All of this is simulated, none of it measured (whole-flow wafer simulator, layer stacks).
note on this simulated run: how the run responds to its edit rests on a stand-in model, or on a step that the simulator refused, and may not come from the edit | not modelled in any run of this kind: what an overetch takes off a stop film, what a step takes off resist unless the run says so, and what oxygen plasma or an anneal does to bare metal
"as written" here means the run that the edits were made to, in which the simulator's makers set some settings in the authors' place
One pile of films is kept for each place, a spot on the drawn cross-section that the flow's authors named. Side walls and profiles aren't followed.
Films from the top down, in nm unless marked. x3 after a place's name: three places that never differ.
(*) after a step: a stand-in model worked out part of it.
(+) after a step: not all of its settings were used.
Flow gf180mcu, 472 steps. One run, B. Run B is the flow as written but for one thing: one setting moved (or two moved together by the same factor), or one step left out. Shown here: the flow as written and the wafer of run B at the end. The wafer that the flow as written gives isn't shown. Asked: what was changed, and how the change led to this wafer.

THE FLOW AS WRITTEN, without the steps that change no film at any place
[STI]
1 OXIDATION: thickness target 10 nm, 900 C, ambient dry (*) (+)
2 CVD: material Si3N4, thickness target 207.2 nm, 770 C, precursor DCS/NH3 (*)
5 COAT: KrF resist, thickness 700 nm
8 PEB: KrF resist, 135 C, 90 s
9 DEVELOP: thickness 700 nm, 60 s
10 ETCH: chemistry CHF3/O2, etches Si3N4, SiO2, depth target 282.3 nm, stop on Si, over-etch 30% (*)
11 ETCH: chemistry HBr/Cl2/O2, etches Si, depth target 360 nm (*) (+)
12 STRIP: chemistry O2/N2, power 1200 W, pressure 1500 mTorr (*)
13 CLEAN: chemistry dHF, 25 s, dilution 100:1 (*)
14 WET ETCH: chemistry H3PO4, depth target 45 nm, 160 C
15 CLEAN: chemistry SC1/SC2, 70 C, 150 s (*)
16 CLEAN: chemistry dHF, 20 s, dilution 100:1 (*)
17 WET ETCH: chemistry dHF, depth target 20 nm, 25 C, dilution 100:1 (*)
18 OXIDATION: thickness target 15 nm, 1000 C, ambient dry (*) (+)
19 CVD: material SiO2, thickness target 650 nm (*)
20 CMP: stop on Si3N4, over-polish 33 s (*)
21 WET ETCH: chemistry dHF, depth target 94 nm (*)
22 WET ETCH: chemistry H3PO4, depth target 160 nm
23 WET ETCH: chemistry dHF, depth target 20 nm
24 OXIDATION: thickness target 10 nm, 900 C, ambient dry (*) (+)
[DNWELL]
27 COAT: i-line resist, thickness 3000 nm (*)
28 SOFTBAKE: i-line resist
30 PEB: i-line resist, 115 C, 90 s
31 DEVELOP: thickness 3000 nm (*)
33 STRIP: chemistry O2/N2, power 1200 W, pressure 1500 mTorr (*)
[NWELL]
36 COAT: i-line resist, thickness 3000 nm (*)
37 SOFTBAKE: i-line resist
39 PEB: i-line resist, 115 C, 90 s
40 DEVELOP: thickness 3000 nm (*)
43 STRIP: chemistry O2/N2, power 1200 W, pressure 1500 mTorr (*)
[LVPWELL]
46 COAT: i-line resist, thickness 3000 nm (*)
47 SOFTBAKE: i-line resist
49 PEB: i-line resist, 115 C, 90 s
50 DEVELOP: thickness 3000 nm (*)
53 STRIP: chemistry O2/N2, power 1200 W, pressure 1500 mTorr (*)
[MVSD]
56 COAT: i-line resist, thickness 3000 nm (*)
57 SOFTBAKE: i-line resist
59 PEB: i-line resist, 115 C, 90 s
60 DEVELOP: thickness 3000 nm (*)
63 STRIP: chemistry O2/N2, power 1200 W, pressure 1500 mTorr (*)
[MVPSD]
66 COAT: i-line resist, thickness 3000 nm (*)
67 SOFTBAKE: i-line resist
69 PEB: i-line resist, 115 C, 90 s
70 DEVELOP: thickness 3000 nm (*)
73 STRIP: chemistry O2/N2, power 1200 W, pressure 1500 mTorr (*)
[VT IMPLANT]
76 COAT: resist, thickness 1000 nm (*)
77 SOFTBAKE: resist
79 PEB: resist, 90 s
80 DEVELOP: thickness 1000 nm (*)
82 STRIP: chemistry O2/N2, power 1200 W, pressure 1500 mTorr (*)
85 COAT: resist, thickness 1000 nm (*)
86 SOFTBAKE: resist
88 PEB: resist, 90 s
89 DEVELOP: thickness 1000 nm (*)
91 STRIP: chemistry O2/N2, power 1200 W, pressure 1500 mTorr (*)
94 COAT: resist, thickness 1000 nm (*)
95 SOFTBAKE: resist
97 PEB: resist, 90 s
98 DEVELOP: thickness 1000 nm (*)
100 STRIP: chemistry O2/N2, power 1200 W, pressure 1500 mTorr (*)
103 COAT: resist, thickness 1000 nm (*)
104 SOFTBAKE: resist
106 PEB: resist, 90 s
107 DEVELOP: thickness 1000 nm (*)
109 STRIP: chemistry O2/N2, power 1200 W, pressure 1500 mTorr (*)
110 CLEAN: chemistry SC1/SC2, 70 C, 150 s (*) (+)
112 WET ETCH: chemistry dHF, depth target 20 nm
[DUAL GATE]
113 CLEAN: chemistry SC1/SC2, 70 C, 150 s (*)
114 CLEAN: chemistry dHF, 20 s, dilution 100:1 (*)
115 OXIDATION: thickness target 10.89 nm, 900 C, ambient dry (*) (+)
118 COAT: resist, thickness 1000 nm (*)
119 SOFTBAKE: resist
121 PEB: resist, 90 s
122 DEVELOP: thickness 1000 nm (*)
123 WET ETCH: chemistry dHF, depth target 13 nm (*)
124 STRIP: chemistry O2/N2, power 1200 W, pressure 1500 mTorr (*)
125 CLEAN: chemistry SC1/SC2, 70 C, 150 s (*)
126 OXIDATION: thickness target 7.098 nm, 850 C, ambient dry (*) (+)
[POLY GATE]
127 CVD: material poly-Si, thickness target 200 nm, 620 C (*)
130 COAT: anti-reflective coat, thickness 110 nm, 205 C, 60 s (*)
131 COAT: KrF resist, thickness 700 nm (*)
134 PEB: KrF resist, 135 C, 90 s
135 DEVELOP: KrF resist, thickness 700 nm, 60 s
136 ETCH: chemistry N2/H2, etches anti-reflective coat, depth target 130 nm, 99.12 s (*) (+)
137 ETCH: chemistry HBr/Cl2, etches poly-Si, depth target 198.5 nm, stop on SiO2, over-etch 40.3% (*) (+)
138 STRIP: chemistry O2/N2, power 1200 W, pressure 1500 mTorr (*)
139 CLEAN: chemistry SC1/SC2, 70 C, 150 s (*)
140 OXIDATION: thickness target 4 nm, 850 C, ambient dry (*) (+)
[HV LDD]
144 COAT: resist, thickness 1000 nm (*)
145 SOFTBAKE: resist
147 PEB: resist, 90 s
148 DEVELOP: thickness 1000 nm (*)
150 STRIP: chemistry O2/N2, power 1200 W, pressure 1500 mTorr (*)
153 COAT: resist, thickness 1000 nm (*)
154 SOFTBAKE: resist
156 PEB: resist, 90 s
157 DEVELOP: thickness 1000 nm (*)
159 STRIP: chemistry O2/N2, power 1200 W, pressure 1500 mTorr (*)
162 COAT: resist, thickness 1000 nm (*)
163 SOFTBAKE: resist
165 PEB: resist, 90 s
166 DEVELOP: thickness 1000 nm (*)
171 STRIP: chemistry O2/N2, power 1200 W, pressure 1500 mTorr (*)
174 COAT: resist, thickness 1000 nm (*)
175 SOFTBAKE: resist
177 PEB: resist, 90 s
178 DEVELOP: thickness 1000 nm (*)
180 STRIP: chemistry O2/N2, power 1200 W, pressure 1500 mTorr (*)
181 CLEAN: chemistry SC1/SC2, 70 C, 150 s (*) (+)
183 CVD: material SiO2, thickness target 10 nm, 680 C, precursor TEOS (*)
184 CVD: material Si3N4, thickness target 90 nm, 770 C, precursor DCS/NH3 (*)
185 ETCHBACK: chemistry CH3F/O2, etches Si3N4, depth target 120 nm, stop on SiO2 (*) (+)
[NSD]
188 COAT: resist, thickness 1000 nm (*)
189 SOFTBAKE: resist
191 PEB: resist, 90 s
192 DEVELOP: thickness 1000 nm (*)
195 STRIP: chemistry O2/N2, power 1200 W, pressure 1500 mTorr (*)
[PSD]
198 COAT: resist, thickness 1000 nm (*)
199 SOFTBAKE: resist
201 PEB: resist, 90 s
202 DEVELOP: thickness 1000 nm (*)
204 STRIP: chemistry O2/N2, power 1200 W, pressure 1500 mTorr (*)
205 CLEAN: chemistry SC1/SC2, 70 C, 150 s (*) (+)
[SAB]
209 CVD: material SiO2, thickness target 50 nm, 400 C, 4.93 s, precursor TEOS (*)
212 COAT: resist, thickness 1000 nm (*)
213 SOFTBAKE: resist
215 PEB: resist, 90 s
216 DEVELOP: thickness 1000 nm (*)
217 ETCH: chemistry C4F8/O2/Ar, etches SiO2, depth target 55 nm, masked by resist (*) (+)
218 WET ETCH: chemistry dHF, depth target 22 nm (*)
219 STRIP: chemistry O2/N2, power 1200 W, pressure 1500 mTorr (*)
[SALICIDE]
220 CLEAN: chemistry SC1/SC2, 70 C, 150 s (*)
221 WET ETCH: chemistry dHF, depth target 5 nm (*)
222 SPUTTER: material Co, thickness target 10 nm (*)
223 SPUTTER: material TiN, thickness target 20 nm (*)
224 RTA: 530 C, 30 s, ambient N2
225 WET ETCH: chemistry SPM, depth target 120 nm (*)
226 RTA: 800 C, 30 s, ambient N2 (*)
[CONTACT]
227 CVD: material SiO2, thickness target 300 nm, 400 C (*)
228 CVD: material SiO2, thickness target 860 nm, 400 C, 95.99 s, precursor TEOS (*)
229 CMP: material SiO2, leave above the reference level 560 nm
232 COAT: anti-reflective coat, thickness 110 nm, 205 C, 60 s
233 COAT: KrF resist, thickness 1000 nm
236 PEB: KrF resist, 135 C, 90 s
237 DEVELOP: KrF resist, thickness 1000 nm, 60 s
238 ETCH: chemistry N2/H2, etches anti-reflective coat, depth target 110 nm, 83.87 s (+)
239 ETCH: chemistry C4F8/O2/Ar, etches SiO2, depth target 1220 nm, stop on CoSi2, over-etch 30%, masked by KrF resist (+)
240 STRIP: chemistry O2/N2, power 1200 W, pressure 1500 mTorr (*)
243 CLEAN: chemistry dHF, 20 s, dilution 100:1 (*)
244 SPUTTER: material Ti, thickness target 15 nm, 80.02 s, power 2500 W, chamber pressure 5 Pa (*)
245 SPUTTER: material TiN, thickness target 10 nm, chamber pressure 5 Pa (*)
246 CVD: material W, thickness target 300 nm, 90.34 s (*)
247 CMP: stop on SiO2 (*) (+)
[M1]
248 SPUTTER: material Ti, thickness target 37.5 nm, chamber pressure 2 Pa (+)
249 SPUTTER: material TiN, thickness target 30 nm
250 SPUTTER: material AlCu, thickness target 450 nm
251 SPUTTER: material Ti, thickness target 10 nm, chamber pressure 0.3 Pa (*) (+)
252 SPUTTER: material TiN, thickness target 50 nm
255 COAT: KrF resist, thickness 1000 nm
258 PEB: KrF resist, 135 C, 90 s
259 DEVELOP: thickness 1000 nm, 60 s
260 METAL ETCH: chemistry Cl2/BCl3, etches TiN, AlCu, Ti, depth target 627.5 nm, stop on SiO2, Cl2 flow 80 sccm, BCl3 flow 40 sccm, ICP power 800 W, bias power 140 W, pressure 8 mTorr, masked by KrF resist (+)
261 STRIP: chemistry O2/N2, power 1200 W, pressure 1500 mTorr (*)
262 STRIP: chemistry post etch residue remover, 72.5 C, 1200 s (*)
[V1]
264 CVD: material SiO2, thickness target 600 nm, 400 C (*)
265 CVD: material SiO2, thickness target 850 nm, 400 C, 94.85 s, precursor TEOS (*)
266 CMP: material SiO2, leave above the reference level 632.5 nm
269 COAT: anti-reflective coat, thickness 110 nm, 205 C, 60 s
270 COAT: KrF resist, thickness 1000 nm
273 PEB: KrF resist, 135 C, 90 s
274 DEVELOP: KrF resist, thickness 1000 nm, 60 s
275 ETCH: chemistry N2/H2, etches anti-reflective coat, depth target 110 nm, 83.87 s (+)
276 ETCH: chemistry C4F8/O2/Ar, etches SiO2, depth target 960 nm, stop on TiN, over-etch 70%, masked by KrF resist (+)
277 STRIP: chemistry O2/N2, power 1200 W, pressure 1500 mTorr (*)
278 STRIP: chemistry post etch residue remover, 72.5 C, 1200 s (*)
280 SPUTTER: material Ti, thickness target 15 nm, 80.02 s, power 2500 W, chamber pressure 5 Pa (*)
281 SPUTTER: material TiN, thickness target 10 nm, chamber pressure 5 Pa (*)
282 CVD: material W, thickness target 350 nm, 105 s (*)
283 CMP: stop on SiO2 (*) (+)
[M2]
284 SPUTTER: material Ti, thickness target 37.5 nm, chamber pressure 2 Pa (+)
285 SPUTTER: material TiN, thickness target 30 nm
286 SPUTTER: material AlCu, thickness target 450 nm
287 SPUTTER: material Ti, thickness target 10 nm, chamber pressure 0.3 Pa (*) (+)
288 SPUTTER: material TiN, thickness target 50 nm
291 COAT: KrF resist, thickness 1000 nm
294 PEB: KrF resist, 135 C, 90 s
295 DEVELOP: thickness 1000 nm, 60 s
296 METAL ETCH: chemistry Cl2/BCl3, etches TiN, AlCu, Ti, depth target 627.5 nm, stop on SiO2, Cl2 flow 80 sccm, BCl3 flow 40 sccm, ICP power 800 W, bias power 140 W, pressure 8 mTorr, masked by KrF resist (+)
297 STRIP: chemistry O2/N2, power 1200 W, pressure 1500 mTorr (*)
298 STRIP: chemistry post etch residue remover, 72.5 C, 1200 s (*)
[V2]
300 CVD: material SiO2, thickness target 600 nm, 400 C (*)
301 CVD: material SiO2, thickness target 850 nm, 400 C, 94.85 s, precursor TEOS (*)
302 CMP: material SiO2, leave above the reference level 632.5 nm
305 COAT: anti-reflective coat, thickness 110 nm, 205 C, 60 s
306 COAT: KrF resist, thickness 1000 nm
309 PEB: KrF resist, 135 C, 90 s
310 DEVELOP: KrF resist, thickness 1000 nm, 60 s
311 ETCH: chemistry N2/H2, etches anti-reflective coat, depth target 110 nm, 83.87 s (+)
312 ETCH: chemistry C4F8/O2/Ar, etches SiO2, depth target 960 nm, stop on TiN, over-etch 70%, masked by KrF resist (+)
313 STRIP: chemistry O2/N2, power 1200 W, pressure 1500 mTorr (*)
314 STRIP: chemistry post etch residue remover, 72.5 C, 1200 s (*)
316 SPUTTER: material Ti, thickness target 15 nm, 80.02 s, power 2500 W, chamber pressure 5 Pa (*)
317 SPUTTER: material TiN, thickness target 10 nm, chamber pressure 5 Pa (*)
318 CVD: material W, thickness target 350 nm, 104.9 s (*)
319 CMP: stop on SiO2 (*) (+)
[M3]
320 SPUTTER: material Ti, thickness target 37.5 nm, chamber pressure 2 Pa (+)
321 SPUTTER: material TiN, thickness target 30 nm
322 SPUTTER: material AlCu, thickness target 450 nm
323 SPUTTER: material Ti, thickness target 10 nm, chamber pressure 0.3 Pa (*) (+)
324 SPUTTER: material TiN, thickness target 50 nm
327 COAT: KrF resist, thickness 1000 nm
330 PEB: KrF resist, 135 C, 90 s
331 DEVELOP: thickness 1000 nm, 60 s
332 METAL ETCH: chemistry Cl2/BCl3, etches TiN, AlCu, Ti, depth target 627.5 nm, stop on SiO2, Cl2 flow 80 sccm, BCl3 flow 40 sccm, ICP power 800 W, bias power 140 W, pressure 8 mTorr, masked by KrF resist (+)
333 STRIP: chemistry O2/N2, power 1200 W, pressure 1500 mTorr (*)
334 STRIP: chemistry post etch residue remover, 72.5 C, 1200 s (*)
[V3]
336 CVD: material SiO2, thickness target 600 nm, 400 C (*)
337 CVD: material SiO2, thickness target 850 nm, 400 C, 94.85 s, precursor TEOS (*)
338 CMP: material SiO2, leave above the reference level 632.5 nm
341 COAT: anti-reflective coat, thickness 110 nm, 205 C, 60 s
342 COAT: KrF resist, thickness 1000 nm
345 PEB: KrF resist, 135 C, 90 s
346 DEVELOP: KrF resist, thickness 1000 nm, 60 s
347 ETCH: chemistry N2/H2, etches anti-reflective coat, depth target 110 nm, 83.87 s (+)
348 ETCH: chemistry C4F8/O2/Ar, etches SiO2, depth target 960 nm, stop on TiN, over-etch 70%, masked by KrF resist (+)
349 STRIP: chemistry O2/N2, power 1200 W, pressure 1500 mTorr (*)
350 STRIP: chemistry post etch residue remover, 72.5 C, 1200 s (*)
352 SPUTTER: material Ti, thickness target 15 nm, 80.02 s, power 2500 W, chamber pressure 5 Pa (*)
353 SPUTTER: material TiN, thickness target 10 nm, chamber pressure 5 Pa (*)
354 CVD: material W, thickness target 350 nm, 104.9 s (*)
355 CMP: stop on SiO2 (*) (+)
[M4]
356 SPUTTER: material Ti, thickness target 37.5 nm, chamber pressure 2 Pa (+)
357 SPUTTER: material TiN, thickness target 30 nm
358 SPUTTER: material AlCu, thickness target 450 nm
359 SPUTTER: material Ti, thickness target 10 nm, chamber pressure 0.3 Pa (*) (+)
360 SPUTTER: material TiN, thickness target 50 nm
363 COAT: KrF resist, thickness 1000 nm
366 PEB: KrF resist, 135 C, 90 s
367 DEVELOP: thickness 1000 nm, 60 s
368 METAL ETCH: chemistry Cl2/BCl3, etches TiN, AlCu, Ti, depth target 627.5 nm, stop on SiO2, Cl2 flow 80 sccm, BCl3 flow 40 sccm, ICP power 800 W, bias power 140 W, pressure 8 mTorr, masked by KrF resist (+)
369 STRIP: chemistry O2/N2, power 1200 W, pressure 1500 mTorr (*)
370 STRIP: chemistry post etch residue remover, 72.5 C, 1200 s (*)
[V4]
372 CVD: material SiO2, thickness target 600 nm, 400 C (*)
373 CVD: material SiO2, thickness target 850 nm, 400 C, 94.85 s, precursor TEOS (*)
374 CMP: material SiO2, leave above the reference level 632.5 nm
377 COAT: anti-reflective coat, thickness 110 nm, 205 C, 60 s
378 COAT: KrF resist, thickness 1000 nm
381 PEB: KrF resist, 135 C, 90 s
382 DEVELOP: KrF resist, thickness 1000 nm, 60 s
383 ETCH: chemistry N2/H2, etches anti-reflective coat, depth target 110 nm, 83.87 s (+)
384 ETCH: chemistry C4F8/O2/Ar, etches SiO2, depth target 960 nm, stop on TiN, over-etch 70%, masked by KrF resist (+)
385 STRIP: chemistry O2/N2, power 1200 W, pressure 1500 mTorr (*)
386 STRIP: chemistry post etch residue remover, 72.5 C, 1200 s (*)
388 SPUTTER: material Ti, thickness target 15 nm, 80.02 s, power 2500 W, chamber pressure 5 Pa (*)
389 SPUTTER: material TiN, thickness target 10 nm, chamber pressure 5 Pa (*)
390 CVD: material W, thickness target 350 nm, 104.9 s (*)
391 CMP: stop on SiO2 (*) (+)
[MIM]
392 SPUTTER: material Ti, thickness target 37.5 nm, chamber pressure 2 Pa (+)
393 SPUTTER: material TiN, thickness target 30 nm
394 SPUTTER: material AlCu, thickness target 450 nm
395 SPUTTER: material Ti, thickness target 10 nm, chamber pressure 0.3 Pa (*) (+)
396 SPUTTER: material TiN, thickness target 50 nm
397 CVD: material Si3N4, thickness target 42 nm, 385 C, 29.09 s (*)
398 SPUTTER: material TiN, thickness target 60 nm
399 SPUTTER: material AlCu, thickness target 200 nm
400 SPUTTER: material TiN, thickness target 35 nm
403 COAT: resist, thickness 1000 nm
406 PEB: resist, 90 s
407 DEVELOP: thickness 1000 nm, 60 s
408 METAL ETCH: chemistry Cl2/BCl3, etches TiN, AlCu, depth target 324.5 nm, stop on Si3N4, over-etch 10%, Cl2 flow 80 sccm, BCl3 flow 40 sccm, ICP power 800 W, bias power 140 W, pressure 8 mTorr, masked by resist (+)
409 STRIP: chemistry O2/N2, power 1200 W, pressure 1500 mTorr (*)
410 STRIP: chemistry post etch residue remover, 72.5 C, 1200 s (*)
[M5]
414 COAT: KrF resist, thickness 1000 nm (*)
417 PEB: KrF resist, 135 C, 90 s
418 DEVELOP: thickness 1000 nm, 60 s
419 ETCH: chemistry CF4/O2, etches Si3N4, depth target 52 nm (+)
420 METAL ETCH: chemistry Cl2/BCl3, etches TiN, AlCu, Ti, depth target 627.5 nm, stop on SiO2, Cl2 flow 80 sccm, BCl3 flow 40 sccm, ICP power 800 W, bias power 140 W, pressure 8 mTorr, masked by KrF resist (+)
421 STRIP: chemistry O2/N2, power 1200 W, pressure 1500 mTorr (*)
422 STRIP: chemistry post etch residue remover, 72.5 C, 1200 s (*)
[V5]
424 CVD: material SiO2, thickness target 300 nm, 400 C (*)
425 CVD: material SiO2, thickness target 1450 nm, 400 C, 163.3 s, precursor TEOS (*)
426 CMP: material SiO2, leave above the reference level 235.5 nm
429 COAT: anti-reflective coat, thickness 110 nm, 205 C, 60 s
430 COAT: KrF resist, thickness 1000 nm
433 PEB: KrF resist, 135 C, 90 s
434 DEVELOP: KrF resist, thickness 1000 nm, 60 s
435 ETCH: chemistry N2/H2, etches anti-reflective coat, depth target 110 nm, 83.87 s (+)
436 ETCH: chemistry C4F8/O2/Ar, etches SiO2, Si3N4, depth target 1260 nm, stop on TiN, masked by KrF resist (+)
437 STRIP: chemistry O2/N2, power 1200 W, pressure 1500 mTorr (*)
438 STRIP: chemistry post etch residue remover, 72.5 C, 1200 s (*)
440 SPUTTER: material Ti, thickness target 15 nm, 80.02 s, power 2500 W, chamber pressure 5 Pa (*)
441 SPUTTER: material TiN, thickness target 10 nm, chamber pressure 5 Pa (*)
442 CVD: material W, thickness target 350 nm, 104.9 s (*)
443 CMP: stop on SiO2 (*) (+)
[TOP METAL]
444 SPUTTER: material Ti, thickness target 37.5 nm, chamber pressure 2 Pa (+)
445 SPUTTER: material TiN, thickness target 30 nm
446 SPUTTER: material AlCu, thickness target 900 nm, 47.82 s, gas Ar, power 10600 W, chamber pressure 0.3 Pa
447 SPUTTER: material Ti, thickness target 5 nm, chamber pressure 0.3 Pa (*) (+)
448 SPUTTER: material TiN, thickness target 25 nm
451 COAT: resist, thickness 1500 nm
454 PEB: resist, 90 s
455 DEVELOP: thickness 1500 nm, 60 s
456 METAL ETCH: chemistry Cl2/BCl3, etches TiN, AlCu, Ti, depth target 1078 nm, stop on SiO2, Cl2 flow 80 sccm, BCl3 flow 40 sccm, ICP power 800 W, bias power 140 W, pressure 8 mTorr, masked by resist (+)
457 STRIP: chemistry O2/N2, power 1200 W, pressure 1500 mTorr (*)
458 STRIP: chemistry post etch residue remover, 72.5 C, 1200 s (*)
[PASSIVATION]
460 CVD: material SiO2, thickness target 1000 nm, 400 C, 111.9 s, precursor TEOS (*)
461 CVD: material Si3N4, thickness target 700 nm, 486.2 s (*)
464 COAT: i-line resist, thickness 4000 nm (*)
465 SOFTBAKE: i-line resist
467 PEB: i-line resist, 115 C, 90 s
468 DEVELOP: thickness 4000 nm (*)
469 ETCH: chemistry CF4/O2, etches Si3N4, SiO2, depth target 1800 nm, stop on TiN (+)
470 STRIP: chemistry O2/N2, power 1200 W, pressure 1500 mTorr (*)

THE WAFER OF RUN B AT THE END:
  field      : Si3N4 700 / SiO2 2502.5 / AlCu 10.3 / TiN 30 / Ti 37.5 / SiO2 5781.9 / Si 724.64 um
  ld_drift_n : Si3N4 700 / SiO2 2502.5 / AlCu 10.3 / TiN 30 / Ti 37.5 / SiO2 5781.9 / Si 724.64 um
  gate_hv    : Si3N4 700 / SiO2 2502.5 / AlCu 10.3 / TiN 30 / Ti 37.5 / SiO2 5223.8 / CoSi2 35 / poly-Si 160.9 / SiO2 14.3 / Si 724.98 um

The cause: step 394, SPUTTER: thickness target 585 nm was run, where the flow has thickness target 450 nm.

How the change led to this, step by step:
  394 SPUTTER: material AlCu, thickness target 450 nm
      field, field__w1, field__w2 and 108 more: AlCu +585 (new film) (as written it would be: AlCu +450 (new film))
  420 METAL ETCH: chemistry Cl2/BCl3, etches TiN, AlCu, Ti, depth target 627.5 nm, stop on SiO2, Cl2 flow 80 sccm, BCl3 flow 40 sccm, ICP power 800 W, bias power 140 W, pressure 8 mTorr, masked by KrF resist (+)
      field, field__w1, field__w2 and 101 more: TiN -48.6 (all of it), Ti -10 (all of it), AlCu -568.9 (as written it would be: TiN -48.6 (all of it), Ti -10 (all of it), AlCu -450 (all of it), TiN -30 (all of it), Ti -37.5 (all of it))
  422 STRIP: chemistry post etch residue remover, 72.5 C, 1200 s (*)
      field, field__w1, field__w2 and 101 more: AlCu -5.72 (as written it would be: nothing)
  424 CVD: material SiO2, thickness target 300 nm, 400 C (*)
      field, field__w1, field__w2 and 101 more: SiO2 +300 (new film) (as written it would be: SiO2 +300)
  426 CMP: material SiO2, leave above the reference level 235.5 nm
      field, field__w1, field__w5 and 92 more: SiO2 -243.7 (as written it would be: SiO2 -300.8)
      field__w2, field__w3, field__w12 and 6 more: SiO2 -212.9 (as written it would be: SiO2 -272.7)
Counting metal films that touch as one body, field has 1 body; the flow as written gives 0 bodies.
Counting metal films that touch as one body, ld_drift_n has 1 body; the flow as written gives 0 bodies.
Counting metal films that touch as one body, gate_hv has 2 bodies (between them, from the top down: SiO2 5223.8); the flow as written gives 1 body.
